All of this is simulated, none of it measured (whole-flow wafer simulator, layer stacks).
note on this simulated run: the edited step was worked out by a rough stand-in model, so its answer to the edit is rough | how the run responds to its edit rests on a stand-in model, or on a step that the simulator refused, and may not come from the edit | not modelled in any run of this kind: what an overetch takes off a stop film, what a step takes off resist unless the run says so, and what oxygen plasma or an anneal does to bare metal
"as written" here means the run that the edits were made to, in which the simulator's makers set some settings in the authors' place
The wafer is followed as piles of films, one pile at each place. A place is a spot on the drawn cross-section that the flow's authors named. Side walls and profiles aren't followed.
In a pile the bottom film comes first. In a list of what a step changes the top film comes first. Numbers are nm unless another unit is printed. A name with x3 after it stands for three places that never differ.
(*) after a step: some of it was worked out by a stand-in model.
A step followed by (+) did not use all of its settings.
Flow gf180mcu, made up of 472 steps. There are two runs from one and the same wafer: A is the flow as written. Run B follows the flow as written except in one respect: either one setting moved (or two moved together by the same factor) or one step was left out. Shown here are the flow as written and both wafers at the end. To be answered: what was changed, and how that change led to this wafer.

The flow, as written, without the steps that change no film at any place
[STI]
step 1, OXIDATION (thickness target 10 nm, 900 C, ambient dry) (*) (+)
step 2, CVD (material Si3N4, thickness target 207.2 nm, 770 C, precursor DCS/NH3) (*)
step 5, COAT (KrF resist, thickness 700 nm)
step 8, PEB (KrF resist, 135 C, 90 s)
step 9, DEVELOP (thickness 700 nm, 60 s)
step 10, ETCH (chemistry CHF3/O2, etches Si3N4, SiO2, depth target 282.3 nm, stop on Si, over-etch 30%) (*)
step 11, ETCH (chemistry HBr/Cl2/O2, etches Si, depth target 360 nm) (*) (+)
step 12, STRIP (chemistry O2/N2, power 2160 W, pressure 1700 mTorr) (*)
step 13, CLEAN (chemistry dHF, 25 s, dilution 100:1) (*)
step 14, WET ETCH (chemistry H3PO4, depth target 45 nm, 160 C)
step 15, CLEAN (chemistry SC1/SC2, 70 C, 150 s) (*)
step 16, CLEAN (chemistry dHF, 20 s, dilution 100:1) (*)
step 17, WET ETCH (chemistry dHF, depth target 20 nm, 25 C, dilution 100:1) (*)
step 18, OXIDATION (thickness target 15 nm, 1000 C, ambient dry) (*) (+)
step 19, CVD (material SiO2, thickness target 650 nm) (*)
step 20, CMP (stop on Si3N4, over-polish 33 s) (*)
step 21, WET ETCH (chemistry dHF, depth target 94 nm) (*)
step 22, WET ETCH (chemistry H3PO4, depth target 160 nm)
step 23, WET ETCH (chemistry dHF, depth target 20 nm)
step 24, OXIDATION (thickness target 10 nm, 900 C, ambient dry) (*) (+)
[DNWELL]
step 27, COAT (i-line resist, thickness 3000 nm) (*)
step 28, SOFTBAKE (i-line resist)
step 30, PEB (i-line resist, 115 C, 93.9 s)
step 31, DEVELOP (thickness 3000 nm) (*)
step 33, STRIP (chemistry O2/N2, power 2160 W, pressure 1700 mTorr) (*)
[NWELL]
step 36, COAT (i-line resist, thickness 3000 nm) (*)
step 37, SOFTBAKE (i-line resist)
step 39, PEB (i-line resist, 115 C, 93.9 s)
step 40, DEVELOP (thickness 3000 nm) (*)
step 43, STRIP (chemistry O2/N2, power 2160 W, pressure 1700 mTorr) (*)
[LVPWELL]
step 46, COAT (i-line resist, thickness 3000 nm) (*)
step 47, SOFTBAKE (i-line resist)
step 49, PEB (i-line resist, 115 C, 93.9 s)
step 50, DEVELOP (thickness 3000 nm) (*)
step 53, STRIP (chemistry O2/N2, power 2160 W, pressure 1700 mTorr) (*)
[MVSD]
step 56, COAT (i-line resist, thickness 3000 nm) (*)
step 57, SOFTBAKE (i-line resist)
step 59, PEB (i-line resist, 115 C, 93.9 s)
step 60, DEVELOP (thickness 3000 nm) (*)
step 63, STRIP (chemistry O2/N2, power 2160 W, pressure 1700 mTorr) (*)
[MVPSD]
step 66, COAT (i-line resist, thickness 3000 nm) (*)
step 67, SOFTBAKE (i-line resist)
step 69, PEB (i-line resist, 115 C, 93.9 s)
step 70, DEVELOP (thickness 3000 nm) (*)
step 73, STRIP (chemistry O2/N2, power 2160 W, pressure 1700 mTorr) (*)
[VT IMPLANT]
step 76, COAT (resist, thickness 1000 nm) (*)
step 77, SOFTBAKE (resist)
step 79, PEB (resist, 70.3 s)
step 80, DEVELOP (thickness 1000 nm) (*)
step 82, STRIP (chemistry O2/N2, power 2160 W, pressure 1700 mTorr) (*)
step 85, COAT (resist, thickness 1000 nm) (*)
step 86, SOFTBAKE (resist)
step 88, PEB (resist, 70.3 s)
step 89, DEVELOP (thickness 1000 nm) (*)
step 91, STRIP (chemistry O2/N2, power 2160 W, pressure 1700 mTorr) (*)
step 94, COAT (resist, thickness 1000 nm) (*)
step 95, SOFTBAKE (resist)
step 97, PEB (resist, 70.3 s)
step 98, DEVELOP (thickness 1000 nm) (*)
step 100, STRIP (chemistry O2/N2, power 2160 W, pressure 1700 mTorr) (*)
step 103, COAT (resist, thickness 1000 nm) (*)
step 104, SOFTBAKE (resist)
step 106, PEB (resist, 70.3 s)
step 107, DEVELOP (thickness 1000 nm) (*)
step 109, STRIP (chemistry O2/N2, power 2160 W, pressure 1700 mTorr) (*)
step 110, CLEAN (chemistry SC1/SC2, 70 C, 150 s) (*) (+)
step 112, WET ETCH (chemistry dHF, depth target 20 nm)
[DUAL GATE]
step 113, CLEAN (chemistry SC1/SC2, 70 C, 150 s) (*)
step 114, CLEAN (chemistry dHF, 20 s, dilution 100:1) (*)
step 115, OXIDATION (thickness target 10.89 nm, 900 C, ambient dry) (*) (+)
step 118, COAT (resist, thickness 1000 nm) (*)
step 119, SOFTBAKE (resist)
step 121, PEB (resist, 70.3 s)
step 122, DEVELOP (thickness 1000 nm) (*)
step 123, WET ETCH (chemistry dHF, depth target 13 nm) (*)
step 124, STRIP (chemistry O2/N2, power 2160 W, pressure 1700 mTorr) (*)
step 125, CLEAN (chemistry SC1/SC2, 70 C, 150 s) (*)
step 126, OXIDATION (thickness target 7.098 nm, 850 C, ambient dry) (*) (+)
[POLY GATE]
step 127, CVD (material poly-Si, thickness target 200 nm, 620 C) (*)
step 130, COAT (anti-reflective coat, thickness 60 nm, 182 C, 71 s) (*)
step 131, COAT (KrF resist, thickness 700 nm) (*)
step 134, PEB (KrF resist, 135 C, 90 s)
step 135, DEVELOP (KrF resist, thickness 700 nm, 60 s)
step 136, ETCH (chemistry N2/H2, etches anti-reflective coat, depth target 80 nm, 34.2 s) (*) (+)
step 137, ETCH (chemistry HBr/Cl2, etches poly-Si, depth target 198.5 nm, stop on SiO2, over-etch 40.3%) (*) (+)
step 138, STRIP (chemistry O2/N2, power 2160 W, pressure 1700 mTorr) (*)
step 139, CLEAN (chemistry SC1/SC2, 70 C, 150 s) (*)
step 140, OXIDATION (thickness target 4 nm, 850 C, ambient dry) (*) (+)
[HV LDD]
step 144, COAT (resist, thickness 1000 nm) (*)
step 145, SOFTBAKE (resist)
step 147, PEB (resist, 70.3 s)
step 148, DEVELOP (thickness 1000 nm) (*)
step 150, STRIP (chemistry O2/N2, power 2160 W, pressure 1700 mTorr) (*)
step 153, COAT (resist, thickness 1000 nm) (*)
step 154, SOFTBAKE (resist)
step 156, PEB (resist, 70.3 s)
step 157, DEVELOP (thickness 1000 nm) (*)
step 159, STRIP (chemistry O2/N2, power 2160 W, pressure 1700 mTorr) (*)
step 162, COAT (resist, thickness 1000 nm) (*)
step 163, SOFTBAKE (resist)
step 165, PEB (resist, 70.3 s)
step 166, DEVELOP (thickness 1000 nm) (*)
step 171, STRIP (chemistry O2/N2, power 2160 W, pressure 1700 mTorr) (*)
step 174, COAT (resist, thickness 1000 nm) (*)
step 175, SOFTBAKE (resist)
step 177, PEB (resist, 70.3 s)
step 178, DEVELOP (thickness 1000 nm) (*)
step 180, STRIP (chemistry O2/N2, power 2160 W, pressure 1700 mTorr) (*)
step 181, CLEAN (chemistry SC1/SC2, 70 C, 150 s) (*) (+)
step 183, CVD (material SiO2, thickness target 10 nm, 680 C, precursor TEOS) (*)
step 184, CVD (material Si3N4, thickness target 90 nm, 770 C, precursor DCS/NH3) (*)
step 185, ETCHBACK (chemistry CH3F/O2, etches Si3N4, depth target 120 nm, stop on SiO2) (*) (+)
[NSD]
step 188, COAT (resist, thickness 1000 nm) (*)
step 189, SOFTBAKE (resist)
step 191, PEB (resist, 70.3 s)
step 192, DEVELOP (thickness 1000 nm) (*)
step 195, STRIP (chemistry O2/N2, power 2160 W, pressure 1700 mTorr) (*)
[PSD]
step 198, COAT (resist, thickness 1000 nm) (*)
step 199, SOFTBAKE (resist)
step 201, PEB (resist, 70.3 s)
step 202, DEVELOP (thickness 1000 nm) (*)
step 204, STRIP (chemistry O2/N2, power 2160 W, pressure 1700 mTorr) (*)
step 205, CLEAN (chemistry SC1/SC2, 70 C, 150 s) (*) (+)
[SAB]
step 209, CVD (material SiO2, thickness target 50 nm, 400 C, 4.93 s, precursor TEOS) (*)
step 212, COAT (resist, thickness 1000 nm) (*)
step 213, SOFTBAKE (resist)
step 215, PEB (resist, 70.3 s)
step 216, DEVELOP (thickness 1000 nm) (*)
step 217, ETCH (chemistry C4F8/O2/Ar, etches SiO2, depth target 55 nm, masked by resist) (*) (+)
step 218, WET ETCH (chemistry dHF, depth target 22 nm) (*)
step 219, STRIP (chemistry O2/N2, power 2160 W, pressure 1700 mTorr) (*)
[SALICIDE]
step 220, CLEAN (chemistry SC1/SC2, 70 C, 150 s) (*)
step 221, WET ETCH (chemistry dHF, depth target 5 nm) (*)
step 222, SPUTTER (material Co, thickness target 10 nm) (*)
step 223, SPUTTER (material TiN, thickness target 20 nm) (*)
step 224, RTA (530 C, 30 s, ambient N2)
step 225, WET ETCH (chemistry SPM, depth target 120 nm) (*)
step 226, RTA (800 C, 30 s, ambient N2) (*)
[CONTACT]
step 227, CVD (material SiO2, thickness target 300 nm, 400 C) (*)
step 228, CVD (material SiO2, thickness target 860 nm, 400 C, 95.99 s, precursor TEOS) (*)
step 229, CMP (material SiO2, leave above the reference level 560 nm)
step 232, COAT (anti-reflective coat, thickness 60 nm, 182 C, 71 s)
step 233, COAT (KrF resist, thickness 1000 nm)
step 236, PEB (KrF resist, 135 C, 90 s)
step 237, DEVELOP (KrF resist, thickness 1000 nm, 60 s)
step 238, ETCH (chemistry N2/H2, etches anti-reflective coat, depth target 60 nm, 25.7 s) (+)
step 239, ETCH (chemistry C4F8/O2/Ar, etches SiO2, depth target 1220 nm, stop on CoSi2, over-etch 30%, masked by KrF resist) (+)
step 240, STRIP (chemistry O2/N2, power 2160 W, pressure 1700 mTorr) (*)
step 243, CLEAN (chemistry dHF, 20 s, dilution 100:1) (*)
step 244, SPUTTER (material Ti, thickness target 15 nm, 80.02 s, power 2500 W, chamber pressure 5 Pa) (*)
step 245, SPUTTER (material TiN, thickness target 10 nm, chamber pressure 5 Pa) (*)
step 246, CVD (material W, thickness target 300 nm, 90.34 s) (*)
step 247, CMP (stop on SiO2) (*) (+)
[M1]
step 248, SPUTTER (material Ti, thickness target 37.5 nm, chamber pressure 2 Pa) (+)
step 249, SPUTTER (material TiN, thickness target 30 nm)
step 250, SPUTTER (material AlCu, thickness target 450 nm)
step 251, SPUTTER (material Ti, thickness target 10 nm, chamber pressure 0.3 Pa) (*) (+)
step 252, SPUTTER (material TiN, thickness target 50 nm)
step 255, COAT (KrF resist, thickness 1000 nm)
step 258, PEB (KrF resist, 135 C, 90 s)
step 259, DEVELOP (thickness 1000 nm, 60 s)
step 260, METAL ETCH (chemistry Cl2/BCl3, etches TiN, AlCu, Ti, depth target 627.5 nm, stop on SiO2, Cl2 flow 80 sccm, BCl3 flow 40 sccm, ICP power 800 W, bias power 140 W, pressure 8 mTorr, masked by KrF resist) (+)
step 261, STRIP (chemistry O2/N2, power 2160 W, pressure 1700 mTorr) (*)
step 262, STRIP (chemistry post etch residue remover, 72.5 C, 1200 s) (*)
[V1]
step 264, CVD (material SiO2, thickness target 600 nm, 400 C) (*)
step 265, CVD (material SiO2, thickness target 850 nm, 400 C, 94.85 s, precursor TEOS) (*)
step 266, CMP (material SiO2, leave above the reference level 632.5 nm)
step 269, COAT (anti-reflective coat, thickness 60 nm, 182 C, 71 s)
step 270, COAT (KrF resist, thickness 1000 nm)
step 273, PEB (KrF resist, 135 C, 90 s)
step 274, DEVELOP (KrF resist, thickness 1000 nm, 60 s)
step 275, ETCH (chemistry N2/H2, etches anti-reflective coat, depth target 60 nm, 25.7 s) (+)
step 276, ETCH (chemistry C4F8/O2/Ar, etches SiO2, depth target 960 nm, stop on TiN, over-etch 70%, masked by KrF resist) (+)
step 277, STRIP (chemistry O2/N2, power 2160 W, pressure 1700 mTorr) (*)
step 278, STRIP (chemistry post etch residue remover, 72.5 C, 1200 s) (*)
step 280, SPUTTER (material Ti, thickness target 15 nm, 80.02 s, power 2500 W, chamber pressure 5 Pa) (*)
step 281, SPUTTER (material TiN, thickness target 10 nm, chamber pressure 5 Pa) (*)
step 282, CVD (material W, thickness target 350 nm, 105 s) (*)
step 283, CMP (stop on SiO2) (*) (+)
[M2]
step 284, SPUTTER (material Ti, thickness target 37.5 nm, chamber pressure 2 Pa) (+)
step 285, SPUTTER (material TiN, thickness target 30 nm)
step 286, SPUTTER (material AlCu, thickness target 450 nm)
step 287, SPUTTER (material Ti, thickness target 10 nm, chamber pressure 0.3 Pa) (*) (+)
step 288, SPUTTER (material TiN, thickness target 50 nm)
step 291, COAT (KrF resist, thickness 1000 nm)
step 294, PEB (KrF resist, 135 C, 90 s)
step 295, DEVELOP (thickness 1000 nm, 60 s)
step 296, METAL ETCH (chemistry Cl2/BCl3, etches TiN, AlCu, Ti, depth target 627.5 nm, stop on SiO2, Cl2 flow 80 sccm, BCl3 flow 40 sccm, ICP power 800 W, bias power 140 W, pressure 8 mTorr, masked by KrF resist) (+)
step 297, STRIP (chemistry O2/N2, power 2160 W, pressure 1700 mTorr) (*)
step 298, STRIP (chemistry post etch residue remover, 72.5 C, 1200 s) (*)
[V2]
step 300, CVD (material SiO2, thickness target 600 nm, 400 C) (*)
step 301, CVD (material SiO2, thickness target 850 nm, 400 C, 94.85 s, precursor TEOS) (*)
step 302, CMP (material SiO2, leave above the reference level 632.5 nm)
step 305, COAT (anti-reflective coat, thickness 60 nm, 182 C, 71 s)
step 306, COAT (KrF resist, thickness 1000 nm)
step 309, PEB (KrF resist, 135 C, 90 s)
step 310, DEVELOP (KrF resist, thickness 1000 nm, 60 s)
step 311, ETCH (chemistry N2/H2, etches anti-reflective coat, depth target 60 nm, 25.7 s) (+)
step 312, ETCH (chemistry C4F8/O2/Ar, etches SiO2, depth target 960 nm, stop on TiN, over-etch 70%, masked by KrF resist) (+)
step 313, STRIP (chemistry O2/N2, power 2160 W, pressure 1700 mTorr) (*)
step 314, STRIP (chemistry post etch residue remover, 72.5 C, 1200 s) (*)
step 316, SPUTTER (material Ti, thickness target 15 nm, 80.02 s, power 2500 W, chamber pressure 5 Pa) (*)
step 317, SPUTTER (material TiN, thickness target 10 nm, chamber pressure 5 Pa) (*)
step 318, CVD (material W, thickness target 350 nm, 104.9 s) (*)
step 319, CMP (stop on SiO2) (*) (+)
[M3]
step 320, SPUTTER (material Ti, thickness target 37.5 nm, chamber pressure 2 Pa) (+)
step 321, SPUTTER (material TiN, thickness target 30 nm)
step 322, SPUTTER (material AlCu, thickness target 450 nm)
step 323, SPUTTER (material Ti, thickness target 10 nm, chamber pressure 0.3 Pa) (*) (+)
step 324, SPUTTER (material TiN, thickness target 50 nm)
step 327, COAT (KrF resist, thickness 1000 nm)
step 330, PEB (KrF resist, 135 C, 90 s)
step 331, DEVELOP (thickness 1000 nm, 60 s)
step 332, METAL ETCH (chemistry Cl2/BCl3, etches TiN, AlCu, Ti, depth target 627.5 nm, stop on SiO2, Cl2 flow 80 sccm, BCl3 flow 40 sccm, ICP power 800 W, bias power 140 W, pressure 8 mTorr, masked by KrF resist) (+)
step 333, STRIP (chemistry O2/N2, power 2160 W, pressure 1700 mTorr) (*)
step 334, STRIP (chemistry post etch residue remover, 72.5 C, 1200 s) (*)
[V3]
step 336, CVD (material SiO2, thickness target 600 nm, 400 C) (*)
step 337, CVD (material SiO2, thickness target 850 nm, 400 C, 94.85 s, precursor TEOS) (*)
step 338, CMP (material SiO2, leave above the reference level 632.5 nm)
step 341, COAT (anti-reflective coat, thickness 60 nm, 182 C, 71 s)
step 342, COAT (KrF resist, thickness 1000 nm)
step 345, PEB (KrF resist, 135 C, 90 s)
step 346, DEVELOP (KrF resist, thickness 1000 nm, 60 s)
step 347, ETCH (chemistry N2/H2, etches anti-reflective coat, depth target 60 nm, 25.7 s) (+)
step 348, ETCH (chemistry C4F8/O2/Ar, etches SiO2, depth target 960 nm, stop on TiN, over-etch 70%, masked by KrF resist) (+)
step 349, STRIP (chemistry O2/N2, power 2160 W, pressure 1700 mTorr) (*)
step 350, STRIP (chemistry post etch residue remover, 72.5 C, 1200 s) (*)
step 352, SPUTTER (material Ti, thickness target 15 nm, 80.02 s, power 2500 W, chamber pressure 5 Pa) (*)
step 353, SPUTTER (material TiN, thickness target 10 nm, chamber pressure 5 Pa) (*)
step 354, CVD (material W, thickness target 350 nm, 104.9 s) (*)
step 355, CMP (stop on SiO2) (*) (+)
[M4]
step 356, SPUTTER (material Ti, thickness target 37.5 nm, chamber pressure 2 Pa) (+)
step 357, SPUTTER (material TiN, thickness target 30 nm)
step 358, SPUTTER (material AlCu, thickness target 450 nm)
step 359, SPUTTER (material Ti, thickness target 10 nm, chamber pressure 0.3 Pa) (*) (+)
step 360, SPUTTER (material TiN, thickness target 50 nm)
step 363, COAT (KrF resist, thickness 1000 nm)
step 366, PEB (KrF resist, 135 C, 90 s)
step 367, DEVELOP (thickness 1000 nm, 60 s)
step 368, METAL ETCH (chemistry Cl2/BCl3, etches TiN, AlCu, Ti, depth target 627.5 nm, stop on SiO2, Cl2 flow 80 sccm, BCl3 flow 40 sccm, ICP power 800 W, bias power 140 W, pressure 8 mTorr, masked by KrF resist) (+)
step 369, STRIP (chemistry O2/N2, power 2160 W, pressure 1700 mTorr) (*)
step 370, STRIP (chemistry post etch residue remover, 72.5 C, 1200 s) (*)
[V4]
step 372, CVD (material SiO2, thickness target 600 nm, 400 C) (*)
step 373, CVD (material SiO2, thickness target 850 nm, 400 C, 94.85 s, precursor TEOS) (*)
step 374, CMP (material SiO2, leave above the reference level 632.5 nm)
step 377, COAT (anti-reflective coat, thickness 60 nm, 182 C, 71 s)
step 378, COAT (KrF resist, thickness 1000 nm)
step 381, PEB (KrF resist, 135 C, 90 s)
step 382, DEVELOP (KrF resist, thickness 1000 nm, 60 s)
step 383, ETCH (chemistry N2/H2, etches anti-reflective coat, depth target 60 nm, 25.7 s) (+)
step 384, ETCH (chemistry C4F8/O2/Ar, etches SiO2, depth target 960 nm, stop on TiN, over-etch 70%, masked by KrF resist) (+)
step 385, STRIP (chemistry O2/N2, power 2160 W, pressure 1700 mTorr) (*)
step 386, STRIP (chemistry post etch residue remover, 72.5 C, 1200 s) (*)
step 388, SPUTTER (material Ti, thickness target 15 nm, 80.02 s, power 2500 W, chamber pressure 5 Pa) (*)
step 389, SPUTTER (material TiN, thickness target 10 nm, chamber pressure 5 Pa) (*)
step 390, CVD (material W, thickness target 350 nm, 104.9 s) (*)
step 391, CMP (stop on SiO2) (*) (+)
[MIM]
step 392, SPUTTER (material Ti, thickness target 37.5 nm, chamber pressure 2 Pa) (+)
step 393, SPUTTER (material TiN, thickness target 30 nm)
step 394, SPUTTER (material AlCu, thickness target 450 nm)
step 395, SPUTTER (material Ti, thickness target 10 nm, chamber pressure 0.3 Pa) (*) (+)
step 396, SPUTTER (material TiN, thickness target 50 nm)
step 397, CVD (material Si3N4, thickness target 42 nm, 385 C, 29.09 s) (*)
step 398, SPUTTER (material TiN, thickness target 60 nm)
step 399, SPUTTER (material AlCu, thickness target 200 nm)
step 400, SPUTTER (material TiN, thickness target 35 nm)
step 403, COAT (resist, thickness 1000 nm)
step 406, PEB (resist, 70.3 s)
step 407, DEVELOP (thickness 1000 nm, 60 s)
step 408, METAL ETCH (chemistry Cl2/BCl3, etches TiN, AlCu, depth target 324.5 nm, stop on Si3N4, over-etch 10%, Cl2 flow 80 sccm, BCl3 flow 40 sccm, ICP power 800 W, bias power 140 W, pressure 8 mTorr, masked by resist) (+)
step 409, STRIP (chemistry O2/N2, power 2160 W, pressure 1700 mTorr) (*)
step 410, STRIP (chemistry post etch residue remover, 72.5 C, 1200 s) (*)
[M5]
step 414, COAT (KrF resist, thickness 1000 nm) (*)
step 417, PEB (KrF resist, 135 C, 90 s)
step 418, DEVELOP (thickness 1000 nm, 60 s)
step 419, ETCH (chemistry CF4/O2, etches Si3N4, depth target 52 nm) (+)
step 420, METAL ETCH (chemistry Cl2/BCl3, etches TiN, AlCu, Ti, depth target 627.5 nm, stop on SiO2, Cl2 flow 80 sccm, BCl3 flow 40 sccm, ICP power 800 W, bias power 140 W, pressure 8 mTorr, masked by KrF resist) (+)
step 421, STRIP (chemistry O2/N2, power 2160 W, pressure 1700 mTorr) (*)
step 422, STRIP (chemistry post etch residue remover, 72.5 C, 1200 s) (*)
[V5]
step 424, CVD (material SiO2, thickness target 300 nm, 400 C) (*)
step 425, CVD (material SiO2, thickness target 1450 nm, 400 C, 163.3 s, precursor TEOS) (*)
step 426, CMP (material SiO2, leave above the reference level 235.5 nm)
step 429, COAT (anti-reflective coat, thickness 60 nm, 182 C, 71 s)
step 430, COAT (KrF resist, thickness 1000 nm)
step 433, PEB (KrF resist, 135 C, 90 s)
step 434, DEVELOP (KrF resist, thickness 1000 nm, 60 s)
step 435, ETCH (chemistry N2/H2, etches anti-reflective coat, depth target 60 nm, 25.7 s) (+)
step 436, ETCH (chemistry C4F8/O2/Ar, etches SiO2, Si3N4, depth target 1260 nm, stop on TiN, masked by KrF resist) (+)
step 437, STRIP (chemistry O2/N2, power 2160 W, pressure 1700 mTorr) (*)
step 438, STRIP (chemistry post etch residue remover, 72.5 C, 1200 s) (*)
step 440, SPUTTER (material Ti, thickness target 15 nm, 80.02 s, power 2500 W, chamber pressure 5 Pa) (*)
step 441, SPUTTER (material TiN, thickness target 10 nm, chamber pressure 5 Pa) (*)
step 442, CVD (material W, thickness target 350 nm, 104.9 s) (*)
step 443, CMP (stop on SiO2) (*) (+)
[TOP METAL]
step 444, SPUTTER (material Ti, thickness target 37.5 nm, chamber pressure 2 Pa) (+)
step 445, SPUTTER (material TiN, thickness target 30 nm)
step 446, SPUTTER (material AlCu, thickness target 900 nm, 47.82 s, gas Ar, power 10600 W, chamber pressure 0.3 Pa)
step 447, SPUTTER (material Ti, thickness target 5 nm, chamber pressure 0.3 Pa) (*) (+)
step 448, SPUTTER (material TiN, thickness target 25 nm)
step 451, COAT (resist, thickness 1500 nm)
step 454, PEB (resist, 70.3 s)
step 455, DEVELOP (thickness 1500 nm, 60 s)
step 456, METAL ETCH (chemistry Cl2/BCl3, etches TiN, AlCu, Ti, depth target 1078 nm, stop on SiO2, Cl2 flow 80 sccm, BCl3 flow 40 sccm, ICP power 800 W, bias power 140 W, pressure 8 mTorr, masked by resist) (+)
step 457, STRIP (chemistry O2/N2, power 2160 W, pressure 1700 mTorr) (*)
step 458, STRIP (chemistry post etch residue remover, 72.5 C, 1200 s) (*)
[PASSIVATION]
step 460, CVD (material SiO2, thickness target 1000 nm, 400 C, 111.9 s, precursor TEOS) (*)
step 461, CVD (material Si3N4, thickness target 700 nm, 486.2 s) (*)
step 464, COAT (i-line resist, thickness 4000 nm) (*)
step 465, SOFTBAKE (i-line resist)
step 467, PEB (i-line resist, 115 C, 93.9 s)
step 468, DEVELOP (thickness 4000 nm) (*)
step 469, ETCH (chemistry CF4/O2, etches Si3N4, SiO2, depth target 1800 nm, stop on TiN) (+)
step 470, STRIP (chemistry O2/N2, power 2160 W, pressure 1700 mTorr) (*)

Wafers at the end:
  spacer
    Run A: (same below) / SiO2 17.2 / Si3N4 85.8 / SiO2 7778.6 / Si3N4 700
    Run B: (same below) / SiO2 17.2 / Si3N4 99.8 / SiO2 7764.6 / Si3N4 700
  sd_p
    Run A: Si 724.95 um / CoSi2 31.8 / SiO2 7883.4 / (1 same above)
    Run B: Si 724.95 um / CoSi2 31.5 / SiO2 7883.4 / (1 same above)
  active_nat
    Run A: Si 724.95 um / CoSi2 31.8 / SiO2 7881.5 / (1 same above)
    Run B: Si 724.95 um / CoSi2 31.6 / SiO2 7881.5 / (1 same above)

Cause: step 184, CVD: thickness target 104 nm was run, while the flow as written has thickness target 90 nm.

Step by step, how the change led to this:
  step 184, CVD (material Si3N4, thickness target 90 nm, 770 C, precursor DCS/NH3) (*)
      field, field__w1, field__w2 and 101 more: A Si3N4 gains 90 (new film) | B Si3N4 gains 104 (new film)
  step 185, ETCHBACK (chemistry CH3F/O2, etches Si3N4, depth target 120 nm, stop on SiO2) (*) (+)
      field, field__w1, field__w2 and 100 more: A Si3N4 loses 90 (all of it), SiO2 loses 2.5 | B Si3N4 loses 104 (all of it), SiO2 loses 1.33
  step 189, SOFTBAKE (resist)
      field__w9: A resist gains 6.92 | B resist loses 3.06
      nw_enc_fld_lv__w3: A resist gains 2.11 | B resist loses 1.74
  step 199, SOFTBAKE (resist)
      field__w9: A resist gains 6.92 | B resist loses 3.06
      nw_enc_fld_lv__w3: A resist gains 2.11 | B resist loses 1.74
  step 209, CVD (material SiO2, thickness target 50 nm, 400 C, 4.93 s, precursor TEOS) (*)
      ld_drift_p: A SiO2 gains 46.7 | B SiO2 gains 45.5
      ld_drn_p: A SiO2 gains 46 | B SiO2 gains 44.8
  step 218, WET ETCH (chemistry dHF, depth target 22 nm) (*)
      gate, gate_hv, gate_p and 23 more: A SiO2 loses 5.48 (all of it) | B SiO2 loses 6.65 (all of it)
      active, p_well, sd_n, iso_ptap_pw, iso_ntap_nw, iso_ptap_sub, vpnp_e: A SiO2 loses 9.01 (all of it) | B SiO2 loses 10.2 (all of it)
      (and at 15 other places as well)
  step 223, SPUTTER (material TiN, thickness target 20 nm) (*)
      field__w2: A TiN gains 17 (new film) | B TiN gains 16.4 (new film)
      field__w3: A TiN gains 15.7 (new film) | B TiN gains 15 (new film)
      (and at 1 other place as well)
  step 224, RTA (530 C, 30 s, ambient N2)
      ld_drn_p: A under 1 film: CoSi gains 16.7 (new film), Co loses 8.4 (all of it), Si loses 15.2 | B under 1 film: CoSi gains 16.1 (new film), Co loses 8.12 (all of it), Si loses 14.7
  step 225, WET ETCH (chemistry SPM, depth target 120 nm) (*)
      field__w2: A TiN loses 17 (all of it), Co loses 8.65 (all of it) | B TiN loses 16.4 (all of it), Co loses 8.38 (all of it)
      field__w3: A TiN loses 15.7 (all of it), Co loses 8.06 (all of it) | B TiN loses 15 (all of it), Co loses 7.72 (all of it)
      (and at 1 other place as well)
  step 226, RTA (800 C, 30 s, ambient N2) (*)
      ld_drn_p: A CoSi2 gains 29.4 (new film), CoSi loses 16.7 (all of it), Si loses 15.2 | B CoSi2 gains 28.4 (new film), CoSi loses 16.1 (all of it), Si loses 14.7
  step 229, CMP (material SiO2, leave above the reference level 560 nm)
      spacer: A SiO2 loses 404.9 | B SiO2 loses 418.9
